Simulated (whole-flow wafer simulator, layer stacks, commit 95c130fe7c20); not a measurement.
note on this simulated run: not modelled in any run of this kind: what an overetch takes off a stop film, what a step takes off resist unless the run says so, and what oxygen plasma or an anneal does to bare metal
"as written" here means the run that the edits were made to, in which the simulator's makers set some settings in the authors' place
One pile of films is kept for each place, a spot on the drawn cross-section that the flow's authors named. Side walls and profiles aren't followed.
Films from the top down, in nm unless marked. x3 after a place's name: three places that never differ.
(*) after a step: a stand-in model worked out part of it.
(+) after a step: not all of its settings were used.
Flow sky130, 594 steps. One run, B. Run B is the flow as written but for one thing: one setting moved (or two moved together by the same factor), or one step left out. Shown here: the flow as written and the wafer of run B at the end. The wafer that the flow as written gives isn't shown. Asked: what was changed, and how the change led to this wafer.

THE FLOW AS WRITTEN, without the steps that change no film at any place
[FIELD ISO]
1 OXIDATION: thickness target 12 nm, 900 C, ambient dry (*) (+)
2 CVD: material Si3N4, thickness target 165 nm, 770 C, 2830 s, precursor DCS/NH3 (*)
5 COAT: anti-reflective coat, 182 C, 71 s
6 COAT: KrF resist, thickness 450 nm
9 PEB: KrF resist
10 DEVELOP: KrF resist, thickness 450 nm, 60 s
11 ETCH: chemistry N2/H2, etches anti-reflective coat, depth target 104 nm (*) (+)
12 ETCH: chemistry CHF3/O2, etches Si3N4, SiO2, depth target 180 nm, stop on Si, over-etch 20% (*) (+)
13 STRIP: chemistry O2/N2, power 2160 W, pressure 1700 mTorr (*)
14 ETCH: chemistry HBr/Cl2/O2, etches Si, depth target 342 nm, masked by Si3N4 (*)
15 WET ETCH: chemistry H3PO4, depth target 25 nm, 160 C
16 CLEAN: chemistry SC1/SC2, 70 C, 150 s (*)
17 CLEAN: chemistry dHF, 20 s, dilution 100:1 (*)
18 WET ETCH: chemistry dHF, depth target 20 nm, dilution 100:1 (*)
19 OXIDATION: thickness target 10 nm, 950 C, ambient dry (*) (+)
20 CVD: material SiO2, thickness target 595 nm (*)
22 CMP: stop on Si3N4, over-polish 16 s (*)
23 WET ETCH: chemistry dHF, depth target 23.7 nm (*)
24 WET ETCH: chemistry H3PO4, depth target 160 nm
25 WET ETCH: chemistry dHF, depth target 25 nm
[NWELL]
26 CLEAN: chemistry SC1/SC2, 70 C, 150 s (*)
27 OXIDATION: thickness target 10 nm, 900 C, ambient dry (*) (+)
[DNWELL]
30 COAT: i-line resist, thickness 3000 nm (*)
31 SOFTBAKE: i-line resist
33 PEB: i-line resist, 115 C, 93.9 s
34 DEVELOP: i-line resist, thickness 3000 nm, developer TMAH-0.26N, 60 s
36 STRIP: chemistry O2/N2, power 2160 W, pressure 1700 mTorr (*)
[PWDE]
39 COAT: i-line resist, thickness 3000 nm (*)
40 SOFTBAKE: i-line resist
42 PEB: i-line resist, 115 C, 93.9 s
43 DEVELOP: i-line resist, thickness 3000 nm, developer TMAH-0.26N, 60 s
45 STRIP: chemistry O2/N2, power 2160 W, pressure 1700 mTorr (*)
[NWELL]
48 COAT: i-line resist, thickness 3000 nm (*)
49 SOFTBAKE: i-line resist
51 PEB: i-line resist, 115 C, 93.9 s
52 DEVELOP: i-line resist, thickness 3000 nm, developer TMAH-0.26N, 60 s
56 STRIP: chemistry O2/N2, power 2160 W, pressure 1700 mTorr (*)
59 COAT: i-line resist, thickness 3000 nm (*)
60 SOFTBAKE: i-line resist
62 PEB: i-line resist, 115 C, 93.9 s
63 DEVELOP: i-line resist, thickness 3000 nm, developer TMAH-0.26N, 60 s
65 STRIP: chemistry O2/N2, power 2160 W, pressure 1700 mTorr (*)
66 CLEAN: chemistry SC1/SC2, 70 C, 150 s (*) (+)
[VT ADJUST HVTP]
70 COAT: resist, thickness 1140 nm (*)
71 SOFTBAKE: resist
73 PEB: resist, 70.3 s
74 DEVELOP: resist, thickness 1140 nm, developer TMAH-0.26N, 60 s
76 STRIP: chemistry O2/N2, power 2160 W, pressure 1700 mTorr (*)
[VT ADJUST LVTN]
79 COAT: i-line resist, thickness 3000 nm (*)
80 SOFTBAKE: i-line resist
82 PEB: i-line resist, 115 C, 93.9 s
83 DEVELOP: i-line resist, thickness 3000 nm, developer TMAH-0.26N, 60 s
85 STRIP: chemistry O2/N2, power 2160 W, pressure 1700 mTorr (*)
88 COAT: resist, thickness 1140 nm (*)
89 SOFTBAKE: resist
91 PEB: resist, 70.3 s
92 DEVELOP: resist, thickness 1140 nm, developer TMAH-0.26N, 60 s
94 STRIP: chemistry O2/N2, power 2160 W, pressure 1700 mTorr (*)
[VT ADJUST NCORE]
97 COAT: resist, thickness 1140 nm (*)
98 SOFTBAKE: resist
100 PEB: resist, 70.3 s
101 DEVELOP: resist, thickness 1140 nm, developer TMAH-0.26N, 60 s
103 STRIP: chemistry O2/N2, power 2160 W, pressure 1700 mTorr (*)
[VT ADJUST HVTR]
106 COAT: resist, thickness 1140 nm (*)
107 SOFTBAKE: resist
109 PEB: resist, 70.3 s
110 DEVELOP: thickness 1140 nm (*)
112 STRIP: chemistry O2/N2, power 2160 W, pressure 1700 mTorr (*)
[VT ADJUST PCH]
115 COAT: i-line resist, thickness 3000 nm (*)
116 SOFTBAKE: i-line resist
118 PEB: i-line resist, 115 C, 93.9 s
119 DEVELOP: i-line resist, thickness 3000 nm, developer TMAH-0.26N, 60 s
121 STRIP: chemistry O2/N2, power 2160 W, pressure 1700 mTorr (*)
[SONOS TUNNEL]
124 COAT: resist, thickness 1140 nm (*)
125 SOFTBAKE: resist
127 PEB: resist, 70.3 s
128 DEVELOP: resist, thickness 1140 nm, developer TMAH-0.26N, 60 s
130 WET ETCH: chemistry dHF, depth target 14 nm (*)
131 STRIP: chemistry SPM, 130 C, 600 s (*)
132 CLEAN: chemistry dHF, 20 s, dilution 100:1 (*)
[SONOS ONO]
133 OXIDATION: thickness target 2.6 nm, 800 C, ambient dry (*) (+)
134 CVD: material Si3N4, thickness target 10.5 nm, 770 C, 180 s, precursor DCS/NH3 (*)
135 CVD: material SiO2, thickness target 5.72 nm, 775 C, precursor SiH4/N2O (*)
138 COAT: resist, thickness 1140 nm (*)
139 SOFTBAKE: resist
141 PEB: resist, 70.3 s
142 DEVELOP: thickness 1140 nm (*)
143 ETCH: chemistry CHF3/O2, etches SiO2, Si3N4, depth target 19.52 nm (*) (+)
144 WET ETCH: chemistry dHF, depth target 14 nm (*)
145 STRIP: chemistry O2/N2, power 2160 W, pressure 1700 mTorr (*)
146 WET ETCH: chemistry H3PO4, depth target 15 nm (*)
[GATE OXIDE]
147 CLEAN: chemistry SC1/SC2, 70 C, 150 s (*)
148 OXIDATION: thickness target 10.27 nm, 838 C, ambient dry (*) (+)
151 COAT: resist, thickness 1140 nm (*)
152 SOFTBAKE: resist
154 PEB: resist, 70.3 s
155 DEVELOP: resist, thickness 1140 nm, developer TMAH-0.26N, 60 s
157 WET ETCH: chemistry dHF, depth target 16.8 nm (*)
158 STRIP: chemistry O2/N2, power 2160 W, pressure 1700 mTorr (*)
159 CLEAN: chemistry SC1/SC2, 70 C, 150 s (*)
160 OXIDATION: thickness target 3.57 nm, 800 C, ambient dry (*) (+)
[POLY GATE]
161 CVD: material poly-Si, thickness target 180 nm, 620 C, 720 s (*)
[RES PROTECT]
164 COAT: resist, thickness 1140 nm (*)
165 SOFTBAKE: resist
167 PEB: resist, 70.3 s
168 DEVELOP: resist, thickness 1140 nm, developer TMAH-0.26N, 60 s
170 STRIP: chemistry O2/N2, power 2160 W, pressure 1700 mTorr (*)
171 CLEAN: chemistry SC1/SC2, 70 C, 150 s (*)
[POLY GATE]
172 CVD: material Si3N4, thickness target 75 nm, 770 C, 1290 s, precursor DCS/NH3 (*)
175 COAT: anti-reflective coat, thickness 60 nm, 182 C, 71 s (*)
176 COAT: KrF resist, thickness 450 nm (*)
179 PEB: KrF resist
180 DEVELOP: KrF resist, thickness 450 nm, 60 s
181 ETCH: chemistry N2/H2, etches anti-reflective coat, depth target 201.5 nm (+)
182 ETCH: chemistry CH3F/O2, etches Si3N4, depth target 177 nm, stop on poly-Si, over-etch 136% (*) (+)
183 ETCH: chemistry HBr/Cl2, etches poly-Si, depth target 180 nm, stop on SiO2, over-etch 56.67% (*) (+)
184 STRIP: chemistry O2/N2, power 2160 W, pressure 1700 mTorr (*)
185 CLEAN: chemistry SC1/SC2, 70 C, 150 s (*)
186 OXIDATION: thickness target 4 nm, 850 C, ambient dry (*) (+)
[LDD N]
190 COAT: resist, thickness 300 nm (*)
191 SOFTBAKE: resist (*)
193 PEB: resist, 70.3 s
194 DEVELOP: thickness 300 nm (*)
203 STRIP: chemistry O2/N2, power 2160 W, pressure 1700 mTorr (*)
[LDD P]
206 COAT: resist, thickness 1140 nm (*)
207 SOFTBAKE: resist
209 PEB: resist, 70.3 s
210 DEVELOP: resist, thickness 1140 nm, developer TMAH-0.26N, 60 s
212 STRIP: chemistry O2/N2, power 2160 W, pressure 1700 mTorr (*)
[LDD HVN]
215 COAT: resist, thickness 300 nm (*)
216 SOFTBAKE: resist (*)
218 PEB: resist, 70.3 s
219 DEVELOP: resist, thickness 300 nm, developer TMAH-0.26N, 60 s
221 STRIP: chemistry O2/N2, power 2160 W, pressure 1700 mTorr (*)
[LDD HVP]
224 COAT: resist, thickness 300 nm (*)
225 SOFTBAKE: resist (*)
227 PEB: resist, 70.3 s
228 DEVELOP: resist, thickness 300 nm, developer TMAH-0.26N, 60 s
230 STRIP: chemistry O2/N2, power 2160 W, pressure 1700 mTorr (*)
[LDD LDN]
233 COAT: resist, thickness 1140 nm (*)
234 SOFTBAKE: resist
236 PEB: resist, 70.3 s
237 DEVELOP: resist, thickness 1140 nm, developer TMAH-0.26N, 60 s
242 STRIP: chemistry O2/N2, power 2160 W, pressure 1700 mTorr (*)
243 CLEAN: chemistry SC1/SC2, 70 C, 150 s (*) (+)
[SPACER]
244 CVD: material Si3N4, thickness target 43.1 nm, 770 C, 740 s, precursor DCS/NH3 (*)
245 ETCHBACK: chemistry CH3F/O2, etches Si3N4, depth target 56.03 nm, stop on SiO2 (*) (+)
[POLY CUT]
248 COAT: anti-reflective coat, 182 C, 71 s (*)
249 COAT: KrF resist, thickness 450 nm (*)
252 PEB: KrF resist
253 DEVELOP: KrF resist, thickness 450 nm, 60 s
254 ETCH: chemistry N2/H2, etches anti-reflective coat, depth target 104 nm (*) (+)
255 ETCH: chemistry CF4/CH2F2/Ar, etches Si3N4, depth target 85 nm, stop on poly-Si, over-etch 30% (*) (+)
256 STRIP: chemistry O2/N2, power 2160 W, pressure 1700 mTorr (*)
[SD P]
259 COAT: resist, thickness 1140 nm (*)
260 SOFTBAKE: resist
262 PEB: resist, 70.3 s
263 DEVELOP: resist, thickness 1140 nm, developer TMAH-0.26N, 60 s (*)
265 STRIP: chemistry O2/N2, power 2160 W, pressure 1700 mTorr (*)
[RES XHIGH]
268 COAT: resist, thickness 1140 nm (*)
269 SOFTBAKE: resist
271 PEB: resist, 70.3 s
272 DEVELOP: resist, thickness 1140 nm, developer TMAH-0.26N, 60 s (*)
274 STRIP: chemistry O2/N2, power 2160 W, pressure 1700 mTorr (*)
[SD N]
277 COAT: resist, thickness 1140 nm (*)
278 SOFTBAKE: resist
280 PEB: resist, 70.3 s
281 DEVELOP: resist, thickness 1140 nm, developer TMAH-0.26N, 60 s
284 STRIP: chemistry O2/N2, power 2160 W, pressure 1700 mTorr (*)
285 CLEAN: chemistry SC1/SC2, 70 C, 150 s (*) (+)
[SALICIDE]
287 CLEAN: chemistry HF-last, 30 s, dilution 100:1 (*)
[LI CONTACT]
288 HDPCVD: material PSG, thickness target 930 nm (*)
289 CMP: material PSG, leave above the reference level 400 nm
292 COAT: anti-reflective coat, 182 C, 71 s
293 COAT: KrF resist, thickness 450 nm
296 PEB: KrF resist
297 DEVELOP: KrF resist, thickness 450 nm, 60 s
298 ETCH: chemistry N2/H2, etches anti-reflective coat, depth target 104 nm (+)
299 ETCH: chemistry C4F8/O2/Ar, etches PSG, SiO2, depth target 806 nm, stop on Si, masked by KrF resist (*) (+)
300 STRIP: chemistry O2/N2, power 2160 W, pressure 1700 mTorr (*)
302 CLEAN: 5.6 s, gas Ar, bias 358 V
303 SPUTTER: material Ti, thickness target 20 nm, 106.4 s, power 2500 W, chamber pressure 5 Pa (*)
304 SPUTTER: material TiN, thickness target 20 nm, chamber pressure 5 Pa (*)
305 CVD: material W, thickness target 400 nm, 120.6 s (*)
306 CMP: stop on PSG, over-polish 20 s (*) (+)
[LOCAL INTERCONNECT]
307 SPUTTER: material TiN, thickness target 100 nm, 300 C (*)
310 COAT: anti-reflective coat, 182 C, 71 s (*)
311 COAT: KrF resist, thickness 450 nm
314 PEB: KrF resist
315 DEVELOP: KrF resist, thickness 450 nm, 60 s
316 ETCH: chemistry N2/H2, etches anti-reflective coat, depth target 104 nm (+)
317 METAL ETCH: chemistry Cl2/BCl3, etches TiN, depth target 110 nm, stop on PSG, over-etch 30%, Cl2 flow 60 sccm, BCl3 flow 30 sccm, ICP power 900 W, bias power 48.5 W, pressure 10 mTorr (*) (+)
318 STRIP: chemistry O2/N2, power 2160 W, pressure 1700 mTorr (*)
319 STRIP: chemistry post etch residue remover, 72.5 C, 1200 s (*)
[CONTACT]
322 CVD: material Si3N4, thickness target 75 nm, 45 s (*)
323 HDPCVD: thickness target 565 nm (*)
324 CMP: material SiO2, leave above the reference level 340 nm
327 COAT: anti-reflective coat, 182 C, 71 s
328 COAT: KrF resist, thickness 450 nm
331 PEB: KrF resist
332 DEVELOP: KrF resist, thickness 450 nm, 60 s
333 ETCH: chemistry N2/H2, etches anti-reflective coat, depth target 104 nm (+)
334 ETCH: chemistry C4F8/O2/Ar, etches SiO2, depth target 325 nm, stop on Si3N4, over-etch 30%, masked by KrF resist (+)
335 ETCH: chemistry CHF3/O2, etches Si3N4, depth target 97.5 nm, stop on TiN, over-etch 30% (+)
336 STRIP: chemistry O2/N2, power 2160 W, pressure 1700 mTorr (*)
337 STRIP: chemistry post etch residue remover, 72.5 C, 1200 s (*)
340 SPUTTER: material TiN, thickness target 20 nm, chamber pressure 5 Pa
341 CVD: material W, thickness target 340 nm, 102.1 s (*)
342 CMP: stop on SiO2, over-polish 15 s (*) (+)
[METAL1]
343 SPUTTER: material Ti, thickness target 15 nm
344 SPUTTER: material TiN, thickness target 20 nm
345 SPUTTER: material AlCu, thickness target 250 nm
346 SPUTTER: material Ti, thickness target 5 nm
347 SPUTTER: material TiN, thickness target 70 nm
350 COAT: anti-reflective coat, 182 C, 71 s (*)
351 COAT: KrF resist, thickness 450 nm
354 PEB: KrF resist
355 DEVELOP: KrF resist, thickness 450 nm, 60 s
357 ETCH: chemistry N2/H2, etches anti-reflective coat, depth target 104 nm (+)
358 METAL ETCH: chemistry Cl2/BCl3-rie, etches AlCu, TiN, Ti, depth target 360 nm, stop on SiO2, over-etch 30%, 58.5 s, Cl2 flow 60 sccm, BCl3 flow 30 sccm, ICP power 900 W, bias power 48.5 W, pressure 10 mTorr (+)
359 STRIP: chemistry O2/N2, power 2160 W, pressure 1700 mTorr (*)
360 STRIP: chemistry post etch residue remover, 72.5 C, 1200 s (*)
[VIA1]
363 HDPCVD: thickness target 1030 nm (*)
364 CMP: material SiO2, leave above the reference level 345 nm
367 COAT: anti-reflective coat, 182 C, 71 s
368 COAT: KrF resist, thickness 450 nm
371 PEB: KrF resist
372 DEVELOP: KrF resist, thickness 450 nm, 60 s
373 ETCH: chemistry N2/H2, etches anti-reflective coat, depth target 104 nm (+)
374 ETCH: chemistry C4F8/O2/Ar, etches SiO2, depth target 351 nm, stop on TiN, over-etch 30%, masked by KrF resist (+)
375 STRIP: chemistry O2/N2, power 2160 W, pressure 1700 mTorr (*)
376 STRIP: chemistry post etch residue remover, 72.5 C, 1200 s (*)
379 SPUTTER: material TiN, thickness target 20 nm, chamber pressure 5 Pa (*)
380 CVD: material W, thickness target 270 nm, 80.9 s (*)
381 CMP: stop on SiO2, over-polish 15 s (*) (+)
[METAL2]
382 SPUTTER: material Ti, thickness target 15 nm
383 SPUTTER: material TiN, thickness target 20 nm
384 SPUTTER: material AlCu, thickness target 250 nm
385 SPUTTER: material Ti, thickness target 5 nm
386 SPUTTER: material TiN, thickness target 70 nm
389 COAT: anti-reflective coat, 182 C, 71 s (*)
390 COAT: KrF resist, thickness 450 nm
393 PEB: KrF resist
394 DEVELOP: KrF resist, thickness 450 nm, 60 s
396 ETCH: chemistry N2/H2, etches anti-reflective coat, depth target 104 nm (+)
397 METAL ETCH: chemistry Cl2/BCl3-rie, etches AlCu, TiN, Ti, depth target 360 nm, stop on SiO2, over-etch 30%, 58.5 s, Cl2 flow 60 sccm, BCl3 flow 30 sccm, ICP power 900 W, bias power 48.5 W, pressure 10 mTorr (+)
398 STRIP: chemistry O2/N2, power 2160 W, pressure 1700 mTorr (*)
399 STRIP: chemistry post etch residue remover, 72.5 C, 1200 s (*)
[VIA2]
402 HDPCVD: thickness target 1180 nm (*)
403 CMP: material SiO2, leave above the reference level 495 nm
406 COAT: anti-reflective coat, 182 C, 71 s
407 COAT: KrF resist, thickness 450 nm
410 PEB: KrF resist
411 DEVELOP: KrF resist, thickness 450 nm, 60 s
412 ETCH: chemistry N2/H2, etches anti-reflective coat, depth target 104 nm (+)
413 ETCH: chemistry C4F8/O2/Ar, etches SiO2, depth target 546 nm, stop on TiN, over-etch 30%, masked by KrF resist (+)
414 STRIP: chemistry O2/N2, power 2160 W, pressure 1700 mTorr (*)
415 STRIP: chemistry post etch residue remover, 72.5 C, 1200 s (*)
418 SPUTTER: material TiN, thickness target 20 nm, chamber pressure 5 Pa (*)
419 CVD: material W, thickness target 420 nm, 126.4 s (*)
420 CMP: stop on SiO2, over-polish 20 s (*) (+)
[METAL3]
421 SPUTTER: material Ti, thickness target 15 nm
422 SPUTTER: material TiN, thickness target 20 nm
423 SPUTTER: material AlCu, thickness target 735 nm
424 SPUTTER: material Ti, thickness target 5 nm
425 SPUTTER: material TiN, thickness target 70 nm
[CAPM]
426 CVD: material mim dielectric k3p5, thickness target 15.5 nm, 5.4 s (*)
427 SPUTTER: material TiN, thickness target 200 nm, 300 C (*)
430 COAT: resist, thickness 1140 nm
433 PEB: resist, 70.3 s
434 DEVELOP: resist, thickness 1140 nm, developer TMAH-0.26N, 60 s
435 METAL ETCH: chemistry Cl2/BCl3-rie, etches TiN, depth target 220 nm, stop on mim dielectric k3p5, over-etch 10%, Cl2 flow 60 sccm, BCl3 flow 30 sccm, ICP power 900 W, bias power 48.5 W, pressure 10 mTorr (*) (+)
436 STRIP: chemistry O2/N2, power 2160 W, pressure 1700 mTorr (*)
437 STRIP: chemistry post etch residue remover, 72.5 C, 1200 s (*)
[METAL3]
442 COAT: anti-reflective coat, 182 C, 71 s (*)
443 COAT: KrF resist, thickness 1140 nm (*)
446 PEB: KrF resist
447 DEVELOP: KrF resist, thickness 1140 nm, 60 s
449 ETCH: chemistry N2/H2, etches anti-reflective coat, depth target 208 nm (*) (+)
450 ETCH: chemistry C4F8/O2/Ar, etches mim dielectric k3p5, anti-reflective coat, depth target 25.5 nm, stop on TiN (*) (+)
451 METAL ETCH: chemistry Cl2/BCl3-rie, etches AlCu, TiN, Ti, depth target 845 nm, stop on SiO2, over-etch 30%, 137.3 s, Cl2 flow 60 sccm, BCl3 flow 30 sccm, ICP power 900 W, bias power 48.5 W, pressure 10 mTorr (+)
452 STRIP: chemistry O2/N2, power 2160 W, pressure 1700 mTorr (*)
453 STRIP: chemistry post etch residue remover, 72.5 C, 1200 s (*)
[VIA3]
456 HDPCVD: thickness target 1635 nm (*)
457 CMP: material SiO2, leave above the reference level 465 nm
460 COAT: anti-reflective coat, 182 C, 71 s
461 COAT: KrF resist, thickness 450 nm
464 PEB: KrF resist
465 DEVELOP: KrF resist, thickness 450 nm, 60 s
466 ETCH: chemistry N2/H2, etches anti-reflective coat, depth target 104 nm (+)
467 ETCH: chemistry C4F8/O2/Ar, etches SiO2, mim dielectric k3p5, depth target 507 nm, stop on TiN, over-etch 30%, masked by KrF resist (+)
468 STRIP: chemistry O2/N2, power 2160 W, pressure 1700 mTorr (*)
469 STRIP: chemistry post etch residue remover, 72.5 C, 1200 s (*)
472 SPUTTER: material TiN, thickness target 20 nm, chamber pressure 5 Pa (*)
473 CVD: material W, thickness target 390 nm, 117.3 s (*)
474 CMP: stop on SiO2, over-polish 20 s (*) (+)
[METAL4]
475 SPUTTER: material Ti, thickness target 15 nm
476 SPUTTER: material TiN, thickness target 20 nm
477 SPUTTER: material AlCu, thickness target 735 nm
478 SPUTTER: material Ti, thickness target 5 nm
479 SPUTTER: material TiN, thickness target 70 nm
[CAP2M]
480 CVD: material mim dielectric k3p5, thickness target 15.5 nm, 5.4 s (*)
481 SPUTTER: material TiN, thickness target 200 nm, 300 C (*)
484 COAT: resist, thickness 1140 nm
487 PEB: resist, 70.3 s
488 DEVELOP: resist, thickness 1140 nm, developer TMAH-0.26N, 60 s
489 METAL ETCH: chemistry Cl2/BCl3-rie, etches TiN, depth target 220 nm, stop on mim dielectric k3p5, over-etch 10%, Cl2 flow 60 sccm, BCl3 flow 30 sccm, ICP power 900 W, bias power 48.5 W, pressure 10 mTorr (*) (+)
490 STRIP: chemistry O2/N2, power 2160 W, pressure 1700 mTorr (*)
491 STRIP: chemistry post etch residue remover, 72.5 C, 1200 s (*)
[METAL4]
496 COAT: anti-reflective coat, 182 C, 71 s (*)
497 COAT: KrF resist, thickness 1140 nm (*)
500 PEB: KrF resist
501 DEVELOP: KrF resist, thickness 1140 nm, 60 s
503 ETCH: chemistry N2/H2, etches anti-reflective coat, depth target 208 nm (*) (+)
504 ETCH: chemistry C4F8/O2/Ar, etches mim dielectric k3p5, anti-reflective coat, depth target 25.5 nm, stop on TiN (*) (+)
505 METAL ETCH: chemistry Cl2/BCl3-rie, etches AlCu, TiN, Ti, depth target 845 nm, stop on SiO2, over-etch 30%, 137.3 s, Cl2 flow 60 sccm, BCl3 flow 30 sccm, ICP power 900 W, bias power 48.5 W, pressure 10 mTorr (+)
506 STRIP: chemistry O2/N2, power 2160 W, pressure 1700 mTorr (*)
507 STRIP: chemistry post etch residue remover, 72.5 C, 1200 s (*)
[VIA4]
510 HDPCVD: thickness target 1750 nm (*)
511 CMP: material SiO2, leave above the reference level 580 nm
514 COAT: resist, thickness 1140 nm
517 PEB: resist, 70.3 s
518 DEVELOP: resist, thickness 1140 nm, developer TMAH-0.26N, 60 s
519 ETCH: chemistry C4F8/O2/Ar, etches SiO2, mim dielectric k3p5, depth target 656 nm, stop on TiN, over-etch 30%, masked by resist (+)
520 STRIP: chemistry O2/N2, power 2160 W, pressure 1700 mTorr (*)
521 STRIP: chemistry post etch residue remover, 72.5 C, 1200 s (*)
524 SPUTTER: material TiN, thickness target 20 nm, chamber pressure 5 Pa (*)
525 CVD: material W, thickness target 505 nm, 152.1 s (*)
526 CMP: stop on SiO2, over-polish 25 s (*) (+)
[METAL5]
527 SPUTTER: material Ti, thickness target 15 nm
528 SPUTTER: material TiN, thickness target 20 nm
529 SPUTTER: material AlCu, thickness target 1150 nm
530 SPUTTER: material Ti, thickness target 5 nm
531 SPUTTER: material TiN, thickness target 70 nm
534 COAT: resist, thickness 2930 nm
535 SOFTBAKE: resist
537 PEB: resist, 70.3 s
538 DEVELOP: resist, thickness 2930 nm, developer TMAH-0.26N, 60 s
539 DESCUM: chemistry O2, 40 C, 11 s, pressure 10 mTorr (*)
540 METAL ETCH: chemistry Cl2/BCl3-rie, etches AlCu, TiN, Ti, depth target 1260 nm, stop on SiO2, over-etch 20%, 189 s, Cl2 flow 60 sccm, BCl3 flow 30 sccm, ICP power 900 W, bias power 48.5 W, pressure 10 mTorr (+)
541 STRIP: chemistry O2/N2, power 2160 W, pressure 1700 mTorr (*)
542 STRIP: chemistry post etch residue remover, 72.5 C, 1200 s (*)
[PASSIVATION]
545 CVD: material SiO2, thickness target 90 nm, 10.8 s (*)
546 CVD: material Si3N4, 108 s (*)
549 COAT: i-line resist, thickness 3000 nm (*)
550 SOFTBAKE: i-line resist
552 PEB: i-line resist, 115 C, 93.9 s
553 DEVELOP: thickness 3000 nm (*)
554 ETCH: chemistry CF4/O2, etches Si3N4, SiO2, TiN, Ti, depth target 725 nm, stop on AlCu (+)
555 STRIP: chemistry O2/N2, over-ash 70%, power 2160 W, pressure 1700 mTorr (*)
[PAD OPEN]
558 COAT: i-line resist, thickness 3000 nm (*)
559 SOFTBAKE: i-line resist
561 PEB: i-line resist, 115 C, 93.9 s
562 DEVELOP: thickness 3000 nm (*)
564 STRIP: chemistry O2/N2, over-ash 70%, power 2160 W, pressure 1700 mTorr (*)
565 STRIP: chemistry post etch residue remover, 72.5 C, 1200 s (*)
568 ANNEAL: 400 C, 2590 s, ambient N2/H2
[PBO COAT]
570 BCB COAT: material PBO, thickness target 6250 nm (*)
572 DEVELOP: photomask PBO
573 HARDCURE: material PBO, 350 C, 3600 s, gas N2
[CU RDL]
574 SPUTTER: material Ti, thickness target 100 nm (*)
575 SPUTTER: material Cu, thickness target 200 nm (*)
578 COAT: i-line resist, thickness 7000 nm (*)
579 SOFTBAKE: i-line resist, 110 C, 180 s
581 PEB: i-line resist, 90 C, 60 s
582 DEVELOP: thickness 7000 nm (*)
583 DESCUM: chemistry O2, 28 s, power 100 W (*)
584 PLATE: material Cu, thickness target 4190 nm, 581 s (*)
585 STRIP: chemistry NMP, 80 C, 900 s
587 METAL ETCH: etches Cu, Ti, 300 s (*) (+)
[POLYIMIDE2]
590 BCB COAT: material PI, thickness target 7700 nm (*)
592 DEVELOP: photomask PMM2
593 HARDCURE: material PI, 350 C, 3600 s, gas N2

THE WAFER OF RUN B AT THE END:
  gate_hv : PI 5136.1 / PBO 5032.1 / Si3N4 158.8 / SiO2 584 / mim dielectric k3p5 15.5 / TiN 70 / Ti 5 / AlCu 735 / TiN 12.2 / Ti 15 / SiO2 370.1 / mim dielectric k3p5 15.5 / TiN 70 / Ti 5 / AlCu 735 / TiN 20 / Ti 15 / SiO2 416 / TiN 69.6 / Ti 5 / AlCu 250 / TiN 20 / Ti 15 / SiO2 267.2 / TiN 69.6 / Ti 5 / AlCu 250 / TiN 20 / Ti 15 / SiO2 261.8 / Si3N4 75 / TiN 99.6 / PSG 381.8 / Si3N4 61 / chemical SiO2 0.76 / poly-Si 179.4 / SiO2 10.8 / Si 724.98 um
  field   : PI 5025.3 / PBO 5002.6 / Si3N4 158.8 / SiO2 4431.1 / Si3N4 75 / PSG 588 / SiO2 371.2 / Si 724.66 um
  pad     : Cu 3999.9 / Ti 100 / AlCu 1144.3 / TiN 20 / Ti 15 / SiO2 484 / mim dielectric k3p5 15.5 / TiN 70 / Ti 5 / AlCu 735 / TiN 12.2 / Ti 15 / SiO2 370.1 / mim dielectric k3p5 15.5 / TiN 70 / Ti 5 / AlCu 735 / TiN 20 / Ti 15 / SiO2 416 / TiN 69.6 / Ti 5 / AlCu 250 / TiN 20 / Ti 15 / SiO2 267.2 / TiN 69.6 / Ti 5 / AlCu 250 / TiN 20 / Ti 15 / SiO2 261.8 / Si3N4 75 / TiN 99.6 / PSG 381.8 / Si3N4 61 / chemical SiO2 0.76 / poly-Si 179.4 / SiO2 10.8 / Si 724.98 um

The cause: step 476, SPUTTER: thickness target 12.2 nm was run, where the flow has thickness target 20 nm.
It can be read off the wafer: gate_hv has TiN 12.2, and step 476 as written asks for 20 nm.

How the change led to this, step by step:
  476 SPUTTER: material TiN, thickness target 20 nm
      field, active, n_well and 189 more: TiN +12.2 (new film) (as written it would be: TiN +20 (new film))
  505 METAL ETCH: chemistry Cl2/BCl3-rie, etches AlCu, TiN, Ti, depth target 845 nm, stop on SiO2, over-etch 30%, 137.3 s, Cl2 flow 60 sccm, BCl3 flow 30 sccm, ICP power 900 W, bias power 48.5 W, pressure 10 mTorr (+)
      field, gate, spacer and 68 more: TiN -70 (all of it), Ti -5 (all of it), AlCu -735 (all of it), TiN -12.2 (all of it), Ti -15 (all of it), SiO2 -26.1 (as written it would be: TiN -70 (all of it), Ti -5 (all of it), AlCu -735 (all of it), TiN -20 (all of it), Ti -15 (all of it), SiO2 -25.4)
      active, vpp_iso1, mim_edge_plate and 14 more: TiN -70 (all of it), Ti -5 (all of it), AlCu -735 (all of it), TiN -12.2 (all of it), Ti -15 (all of it), SiO2 -26.1 (as written it would be: TiN -70 (all of it), Ti -5 (all of it), AlCu -735 (all of it), TiN -20 (all of it), Ti -15 (all of it), SiO2 -25.3)
